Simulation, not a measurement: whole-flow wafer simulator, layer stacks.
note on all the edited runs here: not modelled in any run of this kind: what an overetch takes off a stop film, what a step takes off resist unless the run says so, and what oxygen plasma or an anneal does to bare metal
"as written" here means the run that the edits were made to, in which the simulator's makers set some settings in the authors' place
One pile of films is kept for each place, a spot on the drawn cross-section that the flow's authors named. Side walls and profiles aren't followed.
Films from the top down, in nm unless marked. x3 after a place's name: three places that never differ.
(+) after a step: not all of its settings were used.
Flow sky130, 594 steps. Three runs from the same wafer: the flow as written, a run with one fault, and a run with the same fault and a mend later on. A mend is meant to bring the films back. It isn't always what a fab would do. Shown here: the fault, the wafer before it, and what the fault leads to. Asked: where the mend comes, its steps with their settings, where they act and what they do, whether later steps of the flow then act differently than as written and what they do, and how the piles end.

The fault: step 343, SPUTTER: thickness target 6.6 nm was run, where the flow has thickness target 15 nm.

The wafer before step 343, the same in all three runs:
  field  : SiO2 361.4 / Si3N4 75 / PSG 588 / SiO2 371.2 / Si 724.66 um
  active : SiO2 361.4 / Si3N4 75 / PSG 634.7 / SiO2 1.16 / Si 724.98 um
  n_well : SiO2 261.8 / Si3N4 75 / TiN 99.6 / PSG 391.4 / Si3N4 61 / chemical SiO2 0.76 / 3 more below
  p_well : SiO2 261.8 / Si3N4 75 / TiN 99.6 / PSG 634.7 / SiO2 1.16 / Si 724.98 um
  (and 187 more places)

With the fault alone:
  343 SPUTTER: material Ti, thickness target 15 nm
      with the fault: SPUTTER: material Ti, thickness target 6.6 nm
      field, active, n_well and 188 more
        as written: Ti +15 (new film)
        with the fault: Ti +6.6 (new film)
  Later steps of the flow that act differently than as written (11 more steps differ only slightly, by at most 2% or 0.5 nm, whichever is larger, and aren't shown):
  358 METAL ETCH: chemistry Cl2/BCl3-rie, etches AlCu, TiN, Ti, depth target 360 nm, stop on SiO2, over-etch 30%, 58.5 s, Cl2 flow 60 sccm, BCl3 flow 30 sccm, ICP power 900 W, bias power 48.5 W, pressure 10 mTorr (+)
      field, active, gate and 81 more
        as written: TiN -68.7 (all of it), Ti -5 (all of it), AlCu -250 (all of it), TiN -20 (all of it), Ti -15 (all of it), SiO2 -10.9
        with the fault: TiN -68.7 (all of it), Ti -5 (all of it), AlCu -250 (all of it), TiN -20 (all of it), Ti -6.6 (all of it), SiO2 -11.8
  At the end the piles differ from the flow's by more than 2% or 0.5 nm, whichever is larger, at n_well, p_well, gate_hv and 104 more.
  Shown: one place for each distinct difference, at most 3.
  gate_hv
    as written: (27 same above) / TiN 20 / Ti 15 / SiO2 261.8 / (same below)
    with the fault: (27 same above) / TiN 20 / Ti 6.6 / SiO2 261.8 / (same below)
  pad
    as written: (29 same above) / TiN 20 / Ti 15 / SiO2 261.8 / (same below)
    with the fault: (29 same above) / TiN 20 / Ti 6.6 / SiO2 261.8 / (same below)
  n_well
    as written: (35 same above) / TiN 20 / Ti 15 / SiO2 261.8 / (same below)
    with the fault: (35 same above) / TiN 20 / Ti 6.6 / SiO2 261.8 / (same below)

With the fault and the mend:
  The mend comes after step 343.
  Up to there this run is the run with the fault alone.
  343a SPUTTER: material Ti, thickness target 8.4 nm (the flow's step 343 once more, with other settings)
      field, active, n_well and 188 more
        Ti +8.4
  No later step of the flow acts differently than as written at any place that is followed.
  At the end the piles are the same as the flow's at every place that both follow.
